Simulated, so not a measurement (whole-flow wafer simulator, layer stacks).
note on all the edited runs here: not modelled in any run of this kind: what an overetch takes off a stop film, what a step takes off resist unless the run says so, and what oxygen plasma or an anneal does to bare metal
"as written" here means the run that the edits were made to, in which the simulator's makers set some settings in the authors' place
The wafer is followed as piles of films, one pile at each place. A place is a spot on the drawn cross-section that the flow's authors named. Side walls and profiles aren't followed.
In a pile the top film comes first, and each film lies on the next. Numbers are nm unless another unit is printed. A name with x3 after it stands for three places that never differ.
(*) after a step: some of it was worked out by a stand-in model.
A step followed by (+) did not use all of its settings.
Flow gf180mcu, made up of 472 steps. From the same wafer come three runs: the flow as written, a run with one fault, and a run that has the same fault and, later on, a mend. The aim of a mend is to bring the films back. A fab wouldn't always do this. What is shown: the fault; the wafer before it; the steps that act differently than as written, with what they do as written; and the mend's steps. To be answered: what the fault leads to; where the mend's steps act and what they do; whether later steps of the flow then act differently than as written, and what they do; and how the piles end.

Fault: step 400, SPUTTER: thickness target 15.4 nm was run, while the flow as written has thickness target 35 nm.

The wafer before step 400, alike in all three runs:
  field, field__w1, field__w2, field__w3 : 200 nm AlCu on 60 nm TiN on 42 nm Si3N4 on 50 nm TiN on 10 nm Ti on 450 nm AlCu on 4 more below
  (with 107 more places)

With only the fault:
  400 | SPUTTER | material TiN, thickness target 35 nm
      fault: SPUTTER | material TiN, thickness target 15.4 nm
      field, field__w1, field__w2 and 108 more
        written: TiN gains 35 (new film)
        fault: TiN gains 15.4 (new film)
  Steps later in the flow that act otherwise than as written (7 other steps are not shown; they differ only slightly, by no more than 2% or 0.5 nm, whichever is larger):
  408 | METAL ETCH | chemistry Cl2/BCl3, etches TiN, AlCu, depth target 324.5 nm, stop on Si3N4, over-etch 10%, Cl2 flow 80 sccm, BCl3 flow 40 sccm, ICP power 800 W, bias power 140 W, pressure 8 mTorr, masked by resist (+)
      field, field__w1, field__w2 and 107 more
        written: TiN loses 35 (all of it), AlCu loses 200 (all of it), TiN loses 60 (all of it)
        fault: TiN loses 15.4 (all of it), AlCu loses 200 (all of it), TiN loses 60 (all of it)
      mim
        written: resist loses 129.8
        fault: resist loses 121.2
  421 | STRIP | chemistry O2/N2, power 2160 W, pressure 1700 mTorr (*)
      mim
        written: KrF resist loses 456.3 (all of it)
        fault: KrF resist loses 471 (all of it)
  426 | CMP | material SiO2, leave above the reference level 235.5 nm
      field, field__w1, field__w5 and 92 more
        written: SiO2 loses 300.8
        fault: SiO2 loses 320.4
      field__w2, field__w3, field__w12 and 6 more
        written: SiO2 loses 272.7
        fault: SiO2 loses 292.3
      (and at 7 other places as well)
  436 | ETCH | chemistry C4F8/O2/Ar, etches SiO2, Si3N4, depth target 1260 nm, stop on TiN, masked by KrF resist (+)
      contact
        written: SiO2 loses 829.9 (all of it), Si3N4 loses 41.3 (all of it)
        fault: SiO2 loses 810.3 (all of it), Si3N4 loses 41.3 (all of it)
  The piles end different from the flow's at field__w8, contact, m1, m1__w1, mim, m1_nw by more than 2% or 0.5 nm, whichever is larger.
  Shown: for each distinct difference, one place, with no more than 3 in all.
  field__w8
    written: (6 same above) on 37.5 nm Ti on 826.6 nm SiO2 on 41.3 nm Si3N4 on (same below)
    fault: (6 same above) on 37.5 nm Ti on 807 nm SiO2 on 41.3 nm Si3N4 on (same below)
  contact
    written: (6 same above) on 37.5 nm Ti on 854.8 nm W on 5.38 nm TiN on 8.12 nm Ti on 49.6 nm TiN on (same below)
    fault: (6 same above) on 37.5 nm Ti on 835 nm W on 5.44 nm TiN on 8.21 nm Ti on 49.6 nm TiN on (same below)
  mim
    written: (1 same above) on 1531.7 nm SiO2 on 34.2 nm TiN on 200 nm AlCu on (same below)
    fault: (1 same above) on 1531.7 nm SiO2 on 14.6 nm TiN on 200 nm AlCu on (same below)

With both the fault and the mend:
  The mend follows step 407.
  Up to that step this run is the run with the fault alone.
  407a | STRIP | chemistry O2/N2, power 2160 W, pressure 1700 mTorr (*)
      mim
        resist loses 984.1 (all of it)
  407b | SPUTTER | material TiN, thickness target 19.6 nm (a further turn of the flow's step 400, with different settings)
      field, field__w1, field__w2 and 108 more
        TiN gains 19.6
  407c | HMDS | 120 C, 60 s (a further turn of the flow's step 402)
      alters no film at any place that is followed
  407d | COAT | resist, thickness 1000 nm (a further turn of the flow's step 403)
      field, field__w1, field__w2 and 108 more
        resist gains 1000 (new film)
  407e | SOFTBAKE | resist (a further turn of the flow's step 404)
      alters no film at any place that is followed
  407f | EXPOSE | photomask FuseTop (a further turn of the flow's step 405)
      alters no film at any place that is followed
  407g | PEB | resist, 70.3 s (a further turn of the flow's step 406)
      field, field__w1, field__w2 and 108 more
        resist loses 15.9
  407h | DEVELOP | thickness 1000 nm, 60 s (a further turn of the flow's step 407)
      field, field__w1, field__w2 and 107 more
        resist loses 984.1 (all of it)
  Later steps of the flow that are run all act as written at every place that is followed.
  By the end, the piles equal the flow's at every place that both follow.
